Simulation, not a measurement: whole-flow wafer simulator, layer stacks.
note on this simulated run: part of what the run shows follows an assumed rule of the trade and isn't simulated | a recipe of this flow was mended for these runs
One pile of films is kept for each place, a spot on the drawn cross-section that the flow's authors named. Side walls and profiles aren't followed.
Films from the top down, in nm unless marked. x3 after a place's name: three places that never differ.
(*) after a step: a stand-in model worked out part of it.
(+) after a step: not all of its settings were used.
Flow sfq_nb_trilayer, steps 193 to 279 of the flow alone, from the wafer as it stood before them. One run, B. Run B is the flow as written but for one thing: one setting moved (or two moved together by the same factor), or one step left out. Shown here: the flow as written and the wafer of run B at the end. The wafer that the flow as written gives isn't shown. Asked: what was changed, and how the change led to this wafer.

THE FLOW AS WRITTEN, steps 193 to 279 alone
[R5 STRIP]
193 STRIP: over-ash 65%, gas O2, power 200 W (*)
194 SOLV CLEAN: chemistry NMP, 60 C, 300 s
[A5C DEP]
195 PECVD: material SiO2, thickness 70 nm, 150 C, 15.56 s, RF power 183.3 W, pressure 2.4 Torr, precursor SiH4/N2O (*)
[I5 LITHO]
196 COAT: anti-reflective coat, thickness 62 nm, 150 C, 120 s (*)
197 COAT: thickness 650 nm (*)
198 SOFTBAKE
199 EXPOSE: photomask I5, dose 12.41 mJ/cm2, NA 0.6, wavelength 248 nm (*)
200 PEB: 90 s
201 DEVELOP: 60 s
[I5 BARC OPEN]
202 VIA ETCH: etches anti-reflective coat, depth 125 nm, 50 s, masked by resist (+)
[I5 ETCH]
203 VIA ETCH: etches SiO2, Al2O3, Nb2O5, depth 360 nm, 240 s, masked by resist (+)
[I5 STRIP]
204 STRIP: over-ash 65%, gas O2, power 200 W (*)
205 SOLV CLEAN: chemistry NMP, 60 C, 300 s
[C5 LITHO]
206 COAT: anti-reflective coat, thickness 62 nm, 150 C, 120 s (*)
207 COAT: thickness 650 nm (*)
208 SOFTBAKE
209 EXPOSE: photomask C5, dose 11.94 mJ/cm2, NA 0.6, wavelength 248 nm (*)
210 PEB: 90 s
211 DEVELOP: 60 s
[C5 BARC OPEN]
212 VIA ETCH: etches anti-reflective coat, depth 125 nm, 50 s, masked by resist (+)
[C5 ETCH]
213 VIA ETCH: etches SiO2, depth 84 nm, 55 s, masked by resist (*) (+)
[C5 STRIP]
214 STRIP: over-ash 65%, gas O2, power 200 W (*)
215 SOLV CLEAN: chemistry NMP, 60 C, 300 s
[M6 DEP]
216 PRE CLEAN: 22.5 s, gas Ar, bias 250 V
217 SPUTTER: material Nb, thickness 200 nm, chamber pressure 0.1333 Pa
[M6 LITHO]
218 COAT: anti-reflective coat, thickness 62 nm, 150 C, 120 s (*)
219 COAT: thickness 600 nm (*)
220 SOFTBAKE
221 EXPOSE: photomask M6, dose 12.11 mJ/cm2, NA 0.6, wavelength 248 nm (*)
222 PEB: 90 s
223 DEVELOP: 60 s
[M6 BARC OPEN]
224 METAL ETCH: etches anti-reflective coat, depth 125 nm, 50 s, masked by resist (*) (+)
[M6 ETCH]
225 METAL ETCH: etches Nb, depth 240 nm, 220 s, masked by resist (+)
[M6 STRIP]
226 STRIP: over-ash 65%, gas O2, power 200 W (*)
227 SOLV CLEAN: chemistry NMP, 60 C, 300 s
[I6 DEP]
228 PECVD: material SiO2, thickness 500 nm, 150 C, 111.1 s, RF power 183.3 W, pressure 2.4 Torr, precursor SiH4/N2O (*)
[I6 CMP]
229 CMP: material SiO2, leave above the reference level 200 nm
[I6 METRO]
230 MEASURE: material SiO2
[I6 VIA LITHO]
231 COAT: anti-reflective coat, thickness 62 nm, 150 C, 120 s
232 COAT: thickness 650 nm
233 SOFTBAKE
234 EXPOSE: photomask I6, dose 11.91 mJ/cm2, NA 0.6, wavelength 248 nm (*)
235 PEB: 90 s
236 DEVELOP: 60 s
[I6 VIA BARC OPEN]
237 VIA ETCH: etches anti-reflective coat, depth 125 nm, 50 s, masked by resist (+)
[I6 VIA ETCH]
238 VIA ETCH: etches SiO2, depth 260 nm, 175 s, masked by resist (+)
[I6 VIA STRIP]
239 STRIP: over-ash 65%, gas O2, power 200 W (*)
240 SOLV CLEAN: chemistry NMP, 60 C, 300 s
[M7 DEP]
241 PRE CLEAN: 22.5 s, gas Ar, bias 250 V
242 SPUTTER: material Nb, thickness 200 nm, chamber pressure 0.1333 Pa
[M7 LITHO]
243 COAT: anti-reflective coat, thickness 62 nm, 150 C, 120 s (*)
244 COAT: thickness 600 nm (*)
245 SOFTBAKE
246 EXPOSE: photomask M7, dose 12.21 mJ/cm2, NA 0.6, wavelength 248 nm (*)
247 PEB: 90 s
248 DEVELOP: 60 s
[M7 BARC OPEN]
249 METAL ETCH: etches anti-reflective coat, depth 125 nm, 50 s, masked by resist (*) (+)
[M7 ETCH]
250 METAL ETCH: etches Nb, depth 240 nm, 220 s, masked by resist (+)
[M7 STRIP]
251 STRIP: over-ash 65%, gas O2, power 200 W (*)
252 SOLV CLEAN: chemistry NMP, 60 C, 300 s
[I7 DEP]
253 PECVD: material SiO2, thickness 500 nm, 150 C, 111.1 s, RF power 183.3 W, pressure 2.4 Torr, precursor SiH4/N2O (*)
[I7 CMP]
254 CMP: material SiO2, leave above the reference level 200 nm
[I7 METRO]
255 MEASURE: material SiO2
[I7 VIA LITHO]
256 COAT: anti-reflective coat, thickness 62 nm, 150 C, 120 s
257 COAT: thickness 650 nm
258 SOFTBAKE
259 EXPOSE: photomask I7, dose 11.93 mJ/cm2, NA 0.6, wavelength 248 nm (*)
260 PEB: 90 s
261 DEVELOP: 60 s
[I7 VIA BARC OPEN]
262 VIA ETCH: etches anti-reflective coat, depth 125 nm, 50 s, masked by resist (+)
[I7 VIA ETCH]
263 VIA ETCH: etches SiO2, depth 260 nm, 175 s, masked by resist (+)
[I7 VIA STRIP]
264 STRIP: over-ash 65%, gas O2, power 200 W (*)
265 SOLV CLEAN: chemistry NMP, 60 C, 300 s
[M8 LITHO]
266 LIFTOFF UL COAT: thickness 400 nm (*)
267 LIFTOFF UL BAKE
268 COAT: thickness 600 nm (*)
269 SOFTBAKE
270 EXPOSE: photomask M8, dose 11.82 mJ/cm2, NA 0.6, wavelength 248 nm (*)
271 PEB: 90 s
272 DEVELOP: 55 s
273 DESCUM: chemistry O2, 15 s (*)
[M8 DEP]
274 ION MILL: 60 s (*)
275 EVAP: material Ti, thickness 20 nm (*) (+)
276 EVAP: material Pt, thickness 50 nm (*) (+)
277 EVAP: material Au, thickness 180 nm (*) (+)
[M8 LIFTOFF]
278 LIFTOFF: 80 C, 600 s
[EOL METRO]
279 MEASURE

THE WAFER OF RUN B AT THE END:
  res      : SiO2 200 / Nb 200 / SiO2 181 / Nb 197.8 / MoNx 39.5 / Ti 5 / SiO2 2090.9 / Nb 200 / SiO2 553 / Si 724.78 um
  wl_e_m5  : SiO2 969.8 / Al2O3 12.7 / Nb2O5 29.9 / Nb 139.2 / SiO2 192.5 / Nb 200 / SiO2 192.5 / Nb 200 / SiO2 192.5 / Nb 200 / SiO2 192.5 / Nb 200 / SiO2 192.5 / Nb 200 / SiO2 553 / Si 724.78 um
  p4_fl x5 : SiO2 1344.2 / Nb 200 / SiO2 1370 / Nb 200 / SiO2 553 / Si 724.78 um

The cause: step 195, PECVD: thickness 40 nm was run, where the flow has thickness 70 nm; step 195, PECVD: 8.9 s was run, where the flow has 15.56 s.

How the change led to this, step by step:
  195 PECVD: material SiO2, thickness 70 nm, 150 C, 15.56 s, RF power 183.3 W, pressure 2.4 Torr, precursor SiH4/N2O (*)
      field_l, v_sur, via_wl and 92 more: SiO2 +40 (as written it would be: SiO2 +70)
      ce_l, c5j, ce_r and 8 more: SiO2 +40 (new film) (as written it would be: SiO2 +70 (new film))
  196 COAT: anti-reflective coat, thickness 62 nm, 150 C, 120 s (*)
      r5r_line_l, r5r_line_c, r5r_line_r: anti-reflective coat +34 (new film) (as written it would be: anti-reflective coat +35.5 (new film))
  203 VIA ETCH: etches SiO2, Al2O3, Nb2O5, depth 360 nm, 240 s, masked by resist (+)
      be: SiO2 -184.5 (all of it), Al2O3 -12.7 (all of it), Nb2O5 -29.9 (all of it), Nb -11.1 (as written it would be: SiO2 -214.5 (all of it), Al2O3 -12.7 (all of it), Nb2O5 -29.9 (all of it), Nb -8.57)
  204 STRIP: over-ash 65%, gas O2, power 200 W (*)
      r5r_line_l, r5r_line_c, r5r_line_r: KrF-resist-other-grade -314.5 (all of it), anti-reflective coat -34 (all of it) (as written it would be: KrF-resist-other-grade -314.5 (all of it), anti-reflective coat -35.5 (all of it))
  206 COAT: anti-reflective coat, thickness 62 nm, 150 C, 120 s (*)
      r5r_line_l, r5r_line_c, r5r_line_r: anti-reflective coat +34 (new film) (as written it would be: anti-reflective coat +35.5 (new film))
      be: anti-reflective coat +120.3 (new film) (as written it would be: anti-reflective coat +124.3 (new film))
  207 COAT: thickness 650 nm (*)
      be: KrF-resist-other-grade +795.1 (new film) (as written it would be: KrF-resist-other-grade +815 (new film))
  213 VIA ETCH: etches SiO2, depth 84 nm, 55 s, masked by resist (*) (+)
      c5j: SiO2 -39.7 (all of it), Nb -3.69 (as written it would be: SiO2 -69.7 (all of it), Nb -1.19)
      res: SiO2 -39.7 (all of it), Ti -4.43 (as written it would be: SiO2 -69.7 (all of it), Ti -1.43)
  214 STRIP: over-ash 65%, gas O2, power 200 W (*)
      r5r_line_l, r5r_line_c, r5r_line_r: KrF-resist-other-grade -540 (all of it), anti-reflective coat -34 (all of it) (as written it would be: KrF-resist-other-grade -540 (all of it), anti-reflective coat -35.5 (all of it))
      be: KrF-resist-other-grade -685.9 (all of it), anti-reflective coat -120.3 (all of it) (as written it would be: KrF-resist-other-grade -705.8 (all of it), anti-reflective coat -124.3 (all of it))
  216 PRE CLEAN: 22.5 s, gas Ar, bias 250 V
      res: Ti -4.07 (all of it), MoNx -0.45 (as written it would be: Ti -4.53)
  217 SPUTTER: material Nb, thickness 200 nm, chamber pressure 0.1333 Pa
      be: Nb +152 (as written it would be: Nb +145.8)
      c5j: Nb +195.9 (as written it would be: Nb +188.4)
      (and at 1 more place)
  218 COAT: anti-reflective coat, thickness 62 nm, 150 C, 120 s (*)
      be: anti-reflective coat +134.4 (new film) (as written it would be: anti-reflective coat +139.6 (new film))
      jj_sur: anti-reflective coat +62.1 (new film) (as written it would be: anti-reflective coat +57.9 (new film))
      (and at 9 more places)
  219 COAT: thickness 600 nm (*)
      be: KrF-resist-other-grade +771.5 (new film) (as written it would be: KrF-resist-other-grade +795.2 (new film))
  224 METAL ETCH: etches anti-reflective coat, depth 125 nm, 50 s, masked by resist (*) (+)
      field_r: anti-reflective coat -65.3 (all of it) (as written it would be: anti-reflective coat -67 (all of it))
  226 STRIP: over-ash 65%, gas O2, power 200 W (*)
      be: KrF-resist-other-grade -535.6 (all of it), anti-reflective coat -134.4 (all of it) (as written it would be: KrF-resist-other-grade -559.4 (all of it), anti-reflective coat -139.6 (all of it))
      jj_sur: KrF-resist-other-grade -360.4 (all of it), anti-reflective coat -62.1 (all of it) (as written it would be: KrF-resist-other-grade -361.7 (all of it), anti-reflective coat -57.9 (all of it))
      (and at 8 more places)
  228 PECVD: material SiO2, thickness 500 nm, 150 C, 111.1 s, RF power 183.3 W, pressure 2.4 Torr, precursor SiH4/N2O (*)
      be: SiO2 +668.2 (new film) (as written it would be: SiO2 +702 (new film))
      c5j: SiO2 +500 (new film) (as written it would be: SiO2 +514.7 (new film))
  229 CMP: material SiO2, leave above the reference level 200 nm
      c5j: SiO2 -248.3 (as written it would be: SiO2 -228)
      res: SiO2 -311.5 (as written it would be: SiO2 -279.3)
